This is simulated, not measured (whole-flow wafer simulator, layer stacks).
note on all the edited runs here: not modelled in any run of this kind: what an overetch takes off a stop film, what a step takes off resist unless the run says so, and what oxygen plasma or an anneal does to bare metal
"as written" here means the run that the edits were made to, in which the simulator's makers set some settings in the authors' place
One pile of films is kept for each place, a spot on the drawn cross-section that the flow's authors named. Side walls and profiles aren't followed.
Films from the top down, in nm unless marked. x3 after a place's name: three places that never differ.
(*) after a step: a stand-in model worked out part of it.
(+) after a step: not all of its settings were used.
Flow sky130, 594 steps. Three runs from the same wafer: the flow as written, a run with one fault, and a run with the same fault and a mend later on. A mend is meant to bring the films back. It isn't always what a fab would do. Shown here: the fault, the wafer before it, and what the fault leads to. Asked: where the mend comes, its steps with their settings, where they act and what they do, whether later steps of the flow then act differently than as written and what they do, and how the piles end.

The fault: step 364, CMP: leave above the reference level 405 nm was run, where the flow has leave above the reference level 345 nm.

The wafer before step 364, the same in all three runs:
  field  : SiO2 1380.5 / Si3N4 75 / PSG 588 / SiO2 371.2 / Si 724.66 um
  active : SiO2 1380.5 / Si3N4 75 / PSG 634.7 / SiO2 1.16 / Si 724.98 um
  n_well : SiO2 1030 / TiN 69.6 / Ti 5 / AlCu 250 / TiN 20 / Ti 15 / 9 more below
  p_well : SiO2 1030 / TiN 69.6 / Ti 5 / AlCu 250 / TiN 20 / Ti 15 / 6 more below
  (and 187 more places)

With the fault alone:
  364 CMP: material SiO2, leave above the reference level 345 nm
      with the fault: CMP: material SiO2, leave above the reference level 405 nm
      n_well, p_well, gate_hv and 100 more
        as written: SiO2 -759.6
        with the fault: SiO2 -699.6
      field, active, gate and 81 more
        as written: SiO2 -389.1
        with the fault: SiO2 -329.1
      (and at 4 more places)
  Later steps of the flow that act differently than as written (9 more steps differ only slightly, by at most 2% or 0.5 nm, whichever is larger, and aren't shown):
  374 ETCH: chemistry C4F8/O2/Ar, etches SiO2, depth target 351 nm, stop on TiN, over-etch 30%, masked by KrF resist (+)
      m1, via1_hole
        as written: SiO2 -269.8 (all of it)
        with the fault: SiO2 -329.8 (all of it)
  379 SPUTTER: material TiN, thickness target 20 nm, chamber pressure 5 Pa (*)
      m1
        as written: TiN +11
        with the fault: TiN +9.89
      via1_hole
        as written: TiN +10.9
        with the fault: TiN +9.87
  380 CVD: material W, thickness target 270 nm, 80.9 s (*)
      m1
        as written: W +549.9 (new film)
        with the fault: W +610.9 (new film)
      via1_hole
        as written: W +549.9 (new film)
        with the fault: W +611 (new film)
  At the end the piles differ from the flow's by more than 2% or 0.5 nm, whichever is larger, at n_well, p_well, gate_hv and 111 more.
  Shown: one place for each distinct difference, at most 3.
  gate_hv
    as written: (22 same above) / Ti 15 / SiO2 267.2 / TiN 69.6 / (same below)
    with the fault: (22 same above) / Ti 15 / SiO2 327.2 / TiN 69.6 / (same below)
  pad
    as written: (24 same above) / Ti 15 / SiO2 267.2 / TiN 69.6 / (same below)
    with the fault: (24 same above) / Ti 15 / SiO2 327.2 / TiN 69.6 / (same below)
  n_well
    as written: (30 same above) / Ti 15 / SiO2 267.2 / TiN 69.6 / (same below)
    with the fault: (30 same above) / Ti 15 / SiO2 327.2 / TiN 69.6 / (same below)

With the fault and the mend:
  The mend comes after step 364.
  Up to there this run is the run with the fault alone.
  364a CMP: material SiO2, leave above the reference level 345 nm (the flow's step 364 once more)
      field, active, n_well and 188 more
        SiO2 -60
  No later step of the flow acts differently than as written at any place that is followed.
  At the end the piles are the same as the flow's at every place that both follow.
